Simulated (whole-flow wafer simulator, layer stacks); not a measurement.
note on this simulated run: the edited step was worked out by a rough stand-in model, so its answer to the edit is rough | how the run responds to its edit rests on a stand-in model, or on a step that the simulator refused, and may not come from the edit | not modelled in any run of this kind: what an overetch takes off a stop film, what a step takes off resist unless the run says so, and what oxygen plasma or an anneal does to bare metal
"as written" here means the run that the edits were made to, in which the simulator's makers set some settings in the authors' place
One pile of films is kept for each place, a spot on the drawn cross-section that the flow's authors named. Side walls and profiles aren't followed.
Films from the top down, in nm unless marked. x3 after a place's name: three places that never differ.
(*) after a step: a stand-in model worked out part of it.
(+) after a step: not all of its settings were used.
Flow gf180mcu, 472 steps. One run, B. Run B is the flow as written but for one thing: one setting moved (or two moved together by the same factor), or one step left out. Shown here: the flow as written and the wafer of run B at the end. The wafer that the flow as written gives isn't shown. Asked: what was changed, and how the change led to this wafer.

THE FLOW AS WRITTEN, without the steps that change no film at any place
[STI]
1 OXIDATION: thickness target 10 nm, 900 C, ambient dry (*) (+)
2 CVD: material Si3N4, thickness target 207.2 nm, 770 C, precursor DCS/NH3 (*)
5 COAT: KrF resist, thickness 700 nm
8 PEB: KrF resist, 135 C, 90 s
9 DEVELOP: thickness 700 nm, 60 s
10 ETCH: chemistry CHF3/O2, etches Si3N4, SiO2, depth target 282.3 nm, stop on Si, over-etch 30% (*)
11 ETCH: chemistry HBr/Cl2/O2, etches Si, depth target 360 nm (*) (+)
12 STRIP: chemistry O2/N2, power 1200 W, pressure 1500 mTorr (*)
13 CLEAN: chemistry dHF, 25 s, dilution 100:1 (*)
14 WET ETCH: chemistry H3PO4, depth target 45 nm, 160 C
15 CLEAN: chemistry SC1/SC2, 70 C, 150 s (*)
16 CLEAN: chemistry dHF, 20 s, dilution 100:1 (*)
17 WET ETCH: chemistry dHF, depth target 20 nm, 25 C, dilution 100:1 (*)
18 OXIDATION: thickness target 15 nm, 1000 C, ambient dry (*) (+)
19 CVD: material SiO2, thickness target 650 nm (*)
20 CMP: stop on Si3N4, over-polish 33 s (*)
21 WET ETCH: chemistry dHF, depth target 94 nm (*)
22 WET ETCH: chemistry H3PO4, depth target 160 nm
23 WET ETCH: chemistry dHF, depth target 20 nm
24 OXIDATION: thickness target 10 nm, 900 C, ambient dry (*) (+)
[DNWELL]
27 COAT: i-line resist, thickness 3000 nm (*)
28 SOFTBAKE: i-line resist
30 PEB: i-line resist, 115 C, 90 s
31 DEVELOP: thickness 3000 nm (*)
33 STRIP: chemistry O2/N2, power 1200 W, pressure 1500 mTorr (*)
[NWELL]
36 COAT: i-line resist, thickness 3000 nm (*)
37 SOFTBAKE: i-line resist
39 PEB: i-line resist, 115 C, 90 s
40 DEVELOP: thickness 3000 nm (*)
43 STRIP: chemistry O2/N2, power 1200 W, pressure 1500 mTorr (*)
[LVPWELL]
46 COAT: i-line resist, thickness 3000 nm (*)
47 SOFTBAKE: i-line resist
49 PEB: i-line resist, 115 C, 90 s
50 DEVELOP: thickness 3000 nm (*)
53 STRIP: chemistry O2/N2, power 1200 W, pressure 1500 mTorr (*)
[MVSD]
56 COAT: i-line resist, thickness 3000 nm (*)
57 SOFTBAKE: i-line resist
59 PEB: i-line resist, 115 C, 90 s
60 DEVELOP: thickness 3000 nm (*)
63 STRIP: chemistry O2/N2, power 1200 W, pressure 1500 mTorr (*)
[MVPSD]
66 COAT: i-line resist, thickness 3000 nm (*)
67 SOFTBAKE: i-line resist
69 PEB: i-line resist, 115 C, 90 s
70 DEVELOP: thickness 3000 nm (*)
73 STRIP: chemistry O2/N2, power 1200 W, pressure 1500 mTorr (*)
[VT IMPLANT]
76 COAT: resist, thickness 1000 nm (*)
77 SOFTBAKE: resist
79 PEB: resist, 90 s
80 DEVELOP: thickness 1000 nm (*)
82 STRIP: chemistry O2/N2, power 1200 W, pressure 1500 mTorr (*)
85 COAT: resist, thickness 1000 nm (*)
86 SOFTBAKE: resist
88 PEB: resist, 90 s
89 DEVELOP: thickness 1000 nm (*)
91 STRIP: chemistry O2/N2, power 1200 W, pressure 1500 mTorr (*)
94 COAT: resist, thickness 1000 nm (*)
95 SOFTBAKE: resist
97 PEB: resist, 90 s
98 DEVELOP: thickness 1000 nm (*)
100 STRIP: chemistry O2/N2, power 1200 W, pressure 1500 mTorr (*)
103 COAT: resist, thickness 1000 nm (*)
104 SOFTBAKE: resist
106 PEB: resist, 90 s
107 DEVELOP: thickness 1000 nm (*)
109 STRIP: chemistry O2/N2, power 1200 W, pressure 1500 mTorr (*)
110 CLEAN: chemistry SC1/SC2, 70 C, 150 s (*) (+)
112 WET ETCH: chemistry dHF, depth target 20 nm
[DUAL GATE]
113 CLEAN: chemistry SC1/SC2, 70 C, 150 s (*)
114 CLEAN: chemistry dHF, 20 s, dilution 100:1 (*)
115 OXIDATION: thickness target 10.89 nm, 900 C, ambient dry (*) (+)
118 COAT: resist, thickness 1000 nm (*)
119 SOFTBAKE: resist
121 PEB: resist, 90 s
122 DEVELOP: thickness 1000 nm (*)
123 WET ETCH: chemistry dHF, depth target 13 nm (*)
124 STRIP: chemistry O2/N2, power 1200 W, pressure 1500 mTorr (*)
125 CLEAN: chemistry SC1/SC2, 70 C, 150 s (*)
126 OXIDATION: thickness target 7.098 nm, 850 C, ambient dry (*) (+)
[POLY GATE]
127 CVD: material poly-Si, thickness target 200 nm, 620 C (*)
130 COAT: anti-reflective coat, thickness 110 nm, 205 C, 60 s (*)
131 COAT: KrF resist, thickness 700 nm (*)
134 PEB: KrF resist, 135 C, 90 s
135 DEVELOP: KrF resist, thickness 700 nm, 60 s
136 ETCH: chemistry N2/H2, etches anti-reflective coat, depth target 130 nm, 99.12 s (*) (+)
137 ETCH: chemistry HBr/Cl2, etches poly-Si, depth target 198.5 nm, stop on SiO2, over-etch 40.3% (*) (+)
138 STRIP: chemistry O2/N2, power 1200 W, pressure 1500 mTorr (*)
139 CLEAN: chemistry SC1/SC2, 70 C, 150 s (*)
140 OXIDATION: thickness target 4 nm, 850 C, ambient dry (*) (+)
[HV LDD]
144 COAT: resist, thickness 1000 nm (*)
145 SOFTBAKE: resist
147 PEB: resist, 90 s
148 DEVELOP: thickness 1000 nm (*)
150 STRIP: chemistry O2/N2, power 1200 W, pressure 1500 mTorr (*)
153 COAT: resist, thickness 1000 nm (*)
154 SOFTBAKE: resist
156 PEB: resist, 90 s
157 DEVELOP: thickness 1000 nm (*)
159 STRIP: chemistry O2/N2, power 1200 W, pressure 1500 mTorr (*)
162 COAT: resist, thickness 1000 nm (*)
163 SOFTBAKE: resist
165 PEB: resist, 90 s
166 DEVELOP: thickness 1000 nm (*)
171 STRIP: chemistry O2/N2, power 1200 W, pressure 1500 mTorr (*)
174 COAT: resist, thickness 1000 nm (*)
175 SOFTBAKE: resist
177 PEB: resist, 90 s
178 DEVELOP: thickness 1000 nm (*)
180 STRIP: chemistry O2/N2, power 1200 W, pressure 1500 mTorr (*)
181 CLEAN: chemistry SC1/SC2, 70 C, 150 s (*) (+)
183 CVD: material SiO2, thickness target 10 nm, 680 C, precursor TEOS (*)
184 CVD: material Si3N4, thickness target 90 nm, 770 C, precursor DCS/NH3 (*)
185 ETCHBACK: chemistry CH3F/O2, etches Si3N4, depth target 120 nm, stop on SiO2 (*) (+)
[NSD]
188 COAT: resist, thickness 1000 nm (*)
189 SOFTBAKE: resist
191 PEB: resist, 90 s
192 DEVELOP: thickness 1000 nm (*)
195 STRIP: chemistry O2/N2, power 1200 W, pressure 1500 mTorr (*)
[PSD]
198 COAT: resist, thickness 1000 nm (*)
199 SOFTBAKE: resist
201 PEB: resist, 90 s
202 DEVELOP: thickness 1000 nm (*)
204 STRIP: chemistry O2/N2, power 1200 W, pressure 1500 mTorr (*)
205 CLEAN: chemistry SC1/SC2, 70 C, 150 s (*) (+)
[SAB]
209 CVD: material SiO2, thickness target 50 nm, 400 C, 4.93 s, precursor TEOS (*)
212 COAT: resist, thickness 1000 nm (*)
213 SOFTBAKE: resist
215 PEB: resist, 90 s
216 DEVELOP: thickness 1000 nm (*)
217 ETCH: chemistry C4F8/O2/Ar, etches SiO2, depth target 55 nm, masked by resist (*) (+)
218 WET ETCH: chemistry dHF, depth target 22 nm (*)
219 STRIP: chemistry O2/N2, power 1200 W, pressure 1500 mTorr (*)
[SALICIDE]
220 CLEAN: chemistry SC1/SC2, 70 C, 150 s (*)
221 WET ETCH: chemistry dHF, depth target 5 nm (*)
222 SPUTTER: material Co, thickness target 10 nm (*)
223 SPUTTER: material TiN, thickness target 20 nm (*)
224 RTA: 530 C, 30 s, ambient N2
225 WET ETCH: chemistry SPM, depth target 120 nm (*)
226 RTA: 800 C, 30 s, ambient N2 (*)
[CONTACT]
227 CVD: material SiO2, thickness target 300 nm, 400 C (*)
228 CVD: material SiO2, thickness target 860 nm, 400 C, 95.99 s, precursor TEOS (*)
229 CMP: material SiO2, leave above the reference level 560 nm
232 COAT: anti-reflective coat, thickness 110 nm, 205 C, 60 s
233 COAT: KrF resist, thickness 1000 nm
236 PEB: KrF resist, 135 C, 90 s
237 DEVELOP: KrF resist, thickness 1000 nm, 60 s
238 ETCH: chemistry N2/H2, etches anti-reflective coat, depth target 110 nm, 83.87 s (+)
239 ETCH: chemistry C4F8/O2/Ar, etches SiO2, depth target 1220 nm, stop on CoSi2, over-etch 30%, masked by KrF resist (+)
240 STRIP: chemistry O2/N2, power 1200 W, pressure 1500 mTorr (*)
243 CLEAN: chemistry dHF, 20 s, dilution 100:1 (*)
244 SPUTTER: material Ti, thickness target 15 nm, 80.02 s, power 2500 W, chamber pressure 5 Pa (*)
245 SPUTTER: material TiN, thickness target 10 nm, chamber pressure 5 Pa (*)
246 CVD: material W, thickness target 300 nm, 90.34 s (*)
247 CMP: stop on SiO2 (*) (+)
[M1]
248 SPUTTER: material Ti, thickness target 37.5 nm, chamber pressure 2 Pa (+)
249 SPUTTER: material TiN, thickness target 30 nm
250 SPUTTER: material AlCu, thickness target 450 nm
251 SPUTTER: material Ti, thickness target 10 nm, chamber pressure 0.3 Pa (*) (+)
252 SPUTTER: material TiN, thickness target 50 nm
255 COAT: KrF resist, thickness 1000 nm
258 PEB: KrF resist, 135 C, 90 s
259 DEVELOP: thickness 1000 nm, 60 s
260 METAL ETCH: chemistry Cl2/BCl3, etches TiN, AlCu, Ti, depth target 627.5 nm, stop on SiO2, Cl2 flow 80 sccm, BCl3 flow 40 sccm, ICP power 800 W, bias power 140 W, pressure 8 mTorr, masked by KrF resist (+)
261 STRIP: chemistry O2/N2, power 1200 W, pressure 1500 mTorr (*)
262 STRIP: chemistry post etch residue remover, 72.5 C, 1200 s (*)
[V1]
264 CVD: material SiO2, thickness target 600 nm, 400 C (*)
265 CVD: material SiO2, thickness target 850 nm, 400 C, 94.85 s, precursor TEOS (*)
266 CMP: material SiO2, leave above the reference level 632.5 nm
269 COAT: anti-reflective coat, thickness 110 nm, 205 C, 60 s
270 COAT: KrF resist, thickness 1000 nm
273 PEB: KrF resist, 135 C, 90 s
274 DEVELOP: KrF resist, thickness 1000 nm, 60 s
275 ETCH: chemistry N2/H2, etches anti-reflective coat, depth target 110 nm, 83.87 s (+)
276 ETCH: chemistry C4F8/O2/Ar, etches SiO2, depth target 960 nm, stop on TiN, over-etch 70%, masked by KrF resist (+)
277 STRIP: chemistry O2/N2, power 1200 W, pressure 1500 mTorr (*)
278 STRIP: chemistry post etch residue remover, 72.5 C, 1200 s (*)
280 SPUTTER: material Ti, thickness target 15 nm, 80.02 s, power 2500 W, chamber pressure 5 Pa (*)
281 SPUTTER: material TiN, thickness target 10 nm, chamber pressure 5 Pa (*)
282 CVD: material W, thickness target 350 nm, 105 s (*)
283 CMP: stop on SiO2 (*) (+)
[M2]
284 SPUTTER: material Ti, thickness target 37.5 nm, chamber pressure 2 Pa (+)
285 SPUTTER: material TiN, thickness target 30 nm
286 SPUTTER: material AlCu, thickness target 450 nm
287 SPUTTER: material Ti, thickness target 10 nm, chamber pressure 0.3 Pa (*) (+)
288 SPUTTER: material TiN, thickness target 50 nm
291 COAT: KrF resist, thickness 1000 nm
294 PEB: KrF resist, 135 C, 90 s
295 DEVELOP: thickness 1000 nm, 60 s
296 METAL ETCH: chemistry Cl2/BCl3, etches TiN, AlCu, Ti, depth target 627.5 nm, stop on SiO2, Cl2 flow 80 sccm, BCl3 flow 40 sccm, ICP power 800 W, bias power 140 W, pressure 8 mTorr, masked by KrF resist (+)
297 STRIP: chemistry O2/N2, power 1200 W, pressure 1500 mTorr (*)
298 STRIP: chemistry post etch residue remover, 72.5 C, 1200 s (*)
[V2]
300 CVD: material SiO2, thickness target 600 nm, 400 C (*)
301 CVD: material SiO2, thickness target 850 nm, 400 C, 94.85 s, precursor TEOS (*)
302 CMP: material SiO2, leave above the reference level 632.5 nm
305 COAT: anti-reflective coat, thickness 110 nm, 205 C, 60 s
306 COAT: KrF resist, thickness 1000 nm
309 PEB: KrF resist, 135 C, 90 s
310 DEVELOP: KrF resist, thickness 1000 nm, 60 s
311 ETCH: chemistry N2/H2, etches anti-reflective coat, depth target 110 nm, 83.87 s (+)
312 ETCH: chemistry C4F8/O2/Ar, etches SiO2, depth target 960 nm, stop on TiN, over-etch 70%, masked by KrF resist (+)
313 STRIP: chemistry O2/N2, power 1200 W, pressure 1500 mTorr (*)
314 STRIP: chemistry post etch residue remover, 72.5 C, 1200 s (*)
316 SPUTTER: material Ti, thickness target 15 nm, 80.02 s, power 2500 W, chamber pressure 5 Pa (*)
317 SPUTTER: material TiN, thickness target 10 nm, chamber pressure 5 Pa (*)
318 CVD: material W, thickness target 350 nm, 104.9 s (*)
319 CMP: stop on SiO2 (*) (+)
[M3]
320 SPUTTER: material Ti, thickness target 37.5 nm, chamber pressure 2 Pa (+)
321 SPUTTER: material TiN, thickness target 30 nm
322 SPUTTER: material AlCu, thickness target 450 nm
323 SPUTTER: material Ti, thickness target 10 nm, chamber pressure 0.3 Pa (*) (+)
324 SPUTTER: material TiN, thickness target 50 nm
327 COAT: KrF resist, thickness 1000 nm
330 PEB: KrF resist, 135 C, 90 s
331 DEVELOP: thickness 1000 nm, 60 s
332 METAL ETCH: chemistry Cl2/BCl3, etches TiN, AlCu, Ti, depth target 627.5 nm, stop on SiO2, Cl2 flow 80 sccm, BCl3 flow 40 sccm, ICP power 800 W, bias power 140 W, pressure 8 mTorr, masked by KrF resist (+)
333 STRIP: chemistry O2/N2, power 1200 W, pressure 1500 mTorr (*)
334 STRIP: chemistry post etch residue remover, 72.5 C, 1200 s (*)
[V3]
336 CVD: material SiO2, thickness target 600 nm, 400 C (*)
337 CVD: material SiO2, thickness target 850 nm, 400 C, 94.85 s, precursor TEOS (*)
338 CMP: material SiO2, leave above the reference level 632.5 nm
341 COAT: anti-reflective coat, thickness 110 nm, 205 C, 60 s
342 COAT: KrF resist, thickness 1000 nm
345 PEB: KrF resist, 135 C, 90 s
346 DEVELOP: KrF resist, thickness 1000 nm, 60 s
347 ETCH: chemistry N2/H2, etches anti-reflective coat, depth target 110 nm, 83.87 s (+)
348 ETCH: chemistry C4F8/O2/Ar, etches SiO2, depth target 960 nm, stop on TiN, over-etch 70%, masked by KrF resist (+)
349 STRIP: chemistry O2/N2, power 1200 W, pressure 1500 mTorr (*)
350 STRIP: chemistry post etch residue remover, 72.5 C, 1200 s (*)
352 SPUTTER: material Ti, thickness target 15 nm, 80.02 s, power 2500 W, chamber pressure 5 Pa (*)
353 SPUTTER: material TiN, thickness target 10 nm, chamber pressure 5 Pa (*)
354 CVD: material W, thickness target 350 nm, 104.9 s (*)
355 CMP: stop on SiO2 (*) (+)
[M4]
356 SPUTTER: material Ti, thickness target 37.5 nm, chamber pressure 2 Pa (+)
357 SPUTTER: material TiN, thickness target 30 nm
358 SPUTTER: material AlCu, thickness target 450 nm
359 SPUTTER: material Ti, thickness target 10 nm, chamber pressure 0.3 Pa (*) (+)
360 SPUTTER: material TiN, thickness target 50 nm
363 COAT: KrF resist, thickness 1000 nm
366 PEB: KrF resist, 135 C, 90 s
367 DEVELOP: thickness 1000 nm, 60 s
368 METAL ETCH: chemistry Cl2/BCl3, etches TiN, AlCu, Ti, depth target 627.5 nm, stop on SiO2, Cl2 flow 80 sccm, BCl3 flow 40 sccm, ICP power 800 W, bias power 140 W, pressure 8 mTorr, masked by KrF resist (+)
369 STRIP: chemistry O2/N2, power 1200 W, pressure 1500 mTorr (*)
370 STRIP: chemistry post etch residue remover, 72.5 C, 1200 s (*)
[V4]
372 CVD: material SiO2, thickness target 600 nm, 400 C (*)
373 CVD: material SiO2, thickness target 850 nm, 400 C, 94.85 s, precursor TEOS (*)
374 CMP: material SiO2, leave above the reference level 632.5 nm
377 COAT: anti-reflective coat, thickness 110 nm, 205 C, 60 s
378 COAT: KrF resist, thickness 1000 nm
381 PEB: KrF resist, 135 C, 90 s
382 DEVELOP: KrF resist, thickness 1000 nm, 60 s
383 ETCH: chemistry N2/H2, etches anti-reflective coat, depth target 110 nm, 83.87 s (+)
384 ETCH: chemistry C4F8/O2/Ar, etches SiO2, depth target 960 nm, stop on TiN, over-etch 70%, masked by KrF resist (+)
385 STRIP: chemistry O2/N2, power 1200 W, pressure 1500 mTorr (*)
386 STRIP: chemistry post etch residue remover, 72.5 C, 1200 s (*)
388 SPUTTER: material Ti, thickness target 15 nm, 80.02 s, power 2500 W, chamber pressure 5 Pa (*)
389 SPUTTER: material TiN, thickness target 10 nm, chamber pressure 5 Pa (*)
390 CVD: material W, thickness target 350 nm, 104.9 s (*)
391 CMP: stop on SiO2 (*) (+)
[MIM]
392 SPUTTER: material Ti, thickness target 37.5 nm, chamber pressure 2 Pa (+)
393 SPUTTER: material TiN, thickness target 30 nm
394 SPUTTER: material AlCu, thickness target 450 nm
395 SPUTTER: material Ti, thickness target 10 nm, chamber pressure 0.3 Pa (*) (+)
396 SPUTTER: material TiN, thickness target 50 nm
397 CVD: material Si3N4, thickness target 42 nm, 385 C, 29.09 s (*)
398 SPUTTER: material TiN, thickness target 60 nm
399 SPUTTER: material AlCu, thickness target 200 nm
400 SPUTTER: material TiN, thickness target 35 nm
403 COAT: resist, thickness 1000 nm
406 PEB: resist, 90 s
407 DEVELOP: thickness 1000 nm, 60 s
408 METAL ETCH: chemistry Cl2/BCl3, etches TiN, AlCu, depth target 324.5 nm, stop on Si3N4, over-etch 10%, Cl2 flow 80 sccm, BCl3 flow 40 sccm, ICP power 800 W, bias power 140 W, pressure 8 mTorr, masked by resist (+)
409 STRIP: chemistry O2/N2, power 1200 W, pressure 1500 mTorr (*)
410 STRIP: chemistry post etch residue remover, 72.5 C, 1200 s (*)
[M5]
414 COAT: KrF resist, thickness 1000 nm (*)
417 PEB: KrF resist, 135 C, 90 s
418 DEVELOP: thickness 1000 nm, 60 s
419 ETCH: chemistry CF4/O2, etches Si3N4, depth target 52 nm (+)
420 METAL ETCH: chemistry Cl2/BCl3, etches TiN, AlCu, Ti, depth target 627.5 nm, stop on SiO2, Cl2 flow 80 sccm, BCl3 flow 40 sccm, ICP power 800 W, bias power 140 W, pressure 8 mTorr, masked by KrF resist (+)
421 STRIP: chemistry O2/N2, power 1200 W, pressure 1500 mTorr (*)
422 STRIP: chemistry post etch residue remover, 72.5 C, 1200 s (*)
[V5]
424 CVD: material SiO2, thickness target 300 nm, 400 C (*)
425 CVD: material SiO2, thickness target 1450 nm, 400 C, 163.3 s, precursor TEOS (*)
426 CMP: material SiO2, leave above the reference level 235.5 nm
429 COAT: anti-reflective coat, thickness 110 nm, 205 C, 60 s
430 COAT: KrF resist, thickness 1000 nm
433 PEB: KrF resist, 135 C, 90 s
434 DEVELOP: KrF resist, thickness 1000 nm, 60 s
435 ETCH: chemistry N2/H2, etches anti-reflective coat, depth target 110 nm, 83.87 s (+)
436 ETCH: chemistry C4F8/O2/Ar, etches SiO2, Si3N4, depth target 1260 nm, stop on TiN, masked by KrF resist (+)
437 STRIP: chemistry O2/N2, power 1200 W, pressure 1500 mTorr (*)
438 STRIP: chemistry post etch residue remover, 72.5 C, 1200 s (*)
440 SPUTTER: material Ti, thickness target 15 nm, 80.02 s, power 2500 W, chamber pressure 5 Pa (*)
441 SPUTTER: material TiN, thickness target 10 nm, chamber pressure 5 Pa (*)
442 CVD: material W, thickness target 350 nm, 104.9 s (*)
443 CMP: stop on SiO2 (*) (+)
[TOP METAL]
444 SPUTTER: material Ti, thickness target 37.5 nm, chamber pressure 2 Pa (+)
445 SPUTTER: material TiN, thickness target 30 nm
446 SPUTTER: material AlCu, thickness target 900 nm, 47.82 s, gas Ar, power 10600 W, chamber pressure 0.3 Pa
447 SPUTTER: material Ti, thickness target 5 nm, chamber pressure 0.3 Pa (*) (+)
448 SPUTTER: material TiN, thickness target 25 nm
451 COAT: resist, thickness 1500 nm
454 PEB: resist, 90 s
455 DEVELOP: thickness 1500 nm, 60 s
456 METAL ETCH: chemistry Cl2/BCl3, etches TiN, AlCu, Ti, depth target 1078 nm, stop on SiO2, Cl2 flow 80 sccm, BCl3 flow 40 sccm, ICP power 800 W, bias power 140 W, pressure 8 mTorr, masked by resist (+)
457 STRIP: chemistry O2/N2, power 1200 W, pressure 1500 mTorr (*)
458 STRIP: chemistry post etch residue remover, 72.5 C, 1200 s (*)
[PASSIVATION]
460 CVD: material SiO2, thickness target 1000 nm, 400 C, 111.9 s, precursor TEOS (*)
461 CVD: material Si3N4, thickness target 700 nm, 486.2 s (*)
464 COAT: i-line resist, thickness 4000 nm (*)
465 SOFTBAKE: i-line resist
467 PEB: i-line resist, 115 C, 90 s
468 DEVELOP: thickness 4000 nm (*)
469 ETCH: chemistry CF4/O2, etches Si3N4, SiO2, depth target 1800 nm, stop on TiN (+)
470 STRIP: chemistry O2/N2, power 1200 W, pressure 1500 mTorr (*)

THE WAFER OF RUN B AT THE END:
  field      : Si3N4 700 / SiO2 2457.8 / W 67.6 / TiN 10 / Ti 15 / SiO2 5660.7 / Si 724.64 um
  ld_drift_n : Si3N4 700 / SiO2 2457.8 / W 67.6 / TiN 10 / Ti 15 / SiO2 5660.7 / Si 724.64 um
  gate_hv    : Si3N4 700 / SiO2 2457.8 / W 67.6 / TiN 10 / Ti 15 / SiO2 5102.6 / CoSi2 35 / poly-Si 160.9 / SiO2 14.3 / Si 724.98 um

The cause: step 373, CVD: thickness target 425 nm was run, where the flow has thickness target 850 nm.

How the change led to this, step by step:
  373 CVD: material SiO2, thickness target 850 nm, 400 C, 94.85 s, precursor TEOS (*)
      field, field__w1, field__w2 and 108 more: SiO2 +425 (as written it would be: SiO2 +850)
  374 CMP: material SiO2, leave above the reference level 632.5 nm
      field, field__w1, field__w2 and 103 more: nothing (as written it would be: SiO2 -300)
      field__w8, contact, m1, m1__w1, m1_nw: SiO2 -452.1 (as written it would be: SiO2 -877.1)
  377 COAT: anti-reflective coat, thickness 110 nm, 205 C, 60 s
      active, gate_p_hv5: anti-reflective coat +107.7 (new film) (as written it would be: anti-reflective coat +110 (new film))
      field: anti-reflective coat +156.5 (new film) (as written it would be: anti-reflective coat +110 (new film))
      (and at 21 more places)
  378 COAT: KrF resist, thickness 1000 nm
      field: KrF resist +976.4 (new film) (as written it would be: KrF resist +1000 (new film))
      n_well: KrF resist +979.2 (new film) (as written it would be: KrF resist +1000 (new film))
      (and at 6 more places)
  382 DEVELOP: KrF resist, thickness 1000 nm, 60 s
      contact: KrF resist -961 (all of it) (as written it would be: KrF resist -993.3 (all of it))
  383 ETCH: chemistry N2/H2, etches anti-reflective coat, depth target 110 nm, 83.87 s (+)
      contact: anti-reflective coat -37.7 (all of it), SiO2 -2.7 (as written it would be: anti-reflective coat -110 (all of it), SiO2 -0.85)
  385 STRIP: chemistry O2/N2, power 1200 W, pressure 1500 mTorr (*)
      field: KrF resist -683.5 (all of it), anti-reflective coat -156.5 (all of it) (as written it would be: KrF resist -706.9 (all of it), anti-reflective coat -110 (all of it))
      field__w1: KrF resist -715.9 (all of it), anti-reflective coat -107.4 (all of it) (as written it would be: KrF resist -706.9 (all of it), anti-reflective coat -110 (all of it))
      (and at 21 more places)
  388 SPUTTER: material Ti, thickness target 15 nm, 80.02 s, power 2500 W, chamber pressure 5 Pa (*)
      contact: Ti +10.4 (new film) (as written it would be: Ti +9.65 (new film))
  390 CVD: material W, thickness target 350 nm, 104.9 s (*)
      contact: W +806 (new film) (as written it would be: W +932.3 (new film))
  391 CMP: stop on SiO2 (*) (+)
      field, field__w1, field__w2 and 103 more: W -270 (as written it would be: W -350 (all of it), TiN -10 (all of it), Ti -15 (all of it), SiO2 -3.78)
      field__w8, m1, m1__w1, m1_nw: W -350 (all of it), TiN -10 (all of it), Ti -15 (all of it), SiO2 -20 (as written it would be: W -350 (all of it), TiN -10 (all of it), Ti -15 (all of it), SiO2 -3.78)
      (and at 1 more place)
  420 METAL ETCH: chemistry Cl2/BCl3, etches TiN, AlCu, Ti, depth target 627.5 nm, stop on SiO2, Cl2 flow 80 sccm, BCl3 flow 40 sccm, ICP power 800 W, bias power 140 W, pressure 8 mTorr, masked by KrF resist (+)
      field, field__w1, field__w2 and 101 more: TiN -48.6 (all of it), Ti -10 (all of it), AlCu -450 (all of it), TiN -30 (all of it), Ti -37.5 (all of it), W -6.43 (as written it would be: TiN -48.6 (all of it), Ti -10 (all of it), AlCu -450 (all of it), TiN -30 (all of it), Ti -37.5 (all of it))
  422 STRIP: chemistry post etch residue remover, 72.5 C, 1200 s (*)
      field, field__w1, field__w2 and 101 more: W -6.01 (as written it would be: nothing)
  424 CVD: material SiO2, thickness target 300 nm, 400 C (*)
      field, field__w1, field__w2 and 101 more: SiO2 +300 (new film) (as written it would be: SiO2 +300)
  426 CMP: material SiO2, leave above the reference level 235.5 nm
      field, field__w1, field__w5 and 92 more: SiO2 -288.4 (as written it would be: SiO2 -300.8)
      field__w2, field__w3, field__w12 and 6 more: SiO2 -259.7 (as written it would be: SiO2 -272.7)
Counting metal films that touch as one body, field has 1 body; the flow as written gives 0 bodies.
Counting metal films that touch as one body, ld_drift_n has 1 body; the flow as written gives 0 bodies.
Counting metal films that touch as one body, gate_hv has 2 bodies (between them, from the top down: SiO2 5102.6); the flow as written gives 1 body.
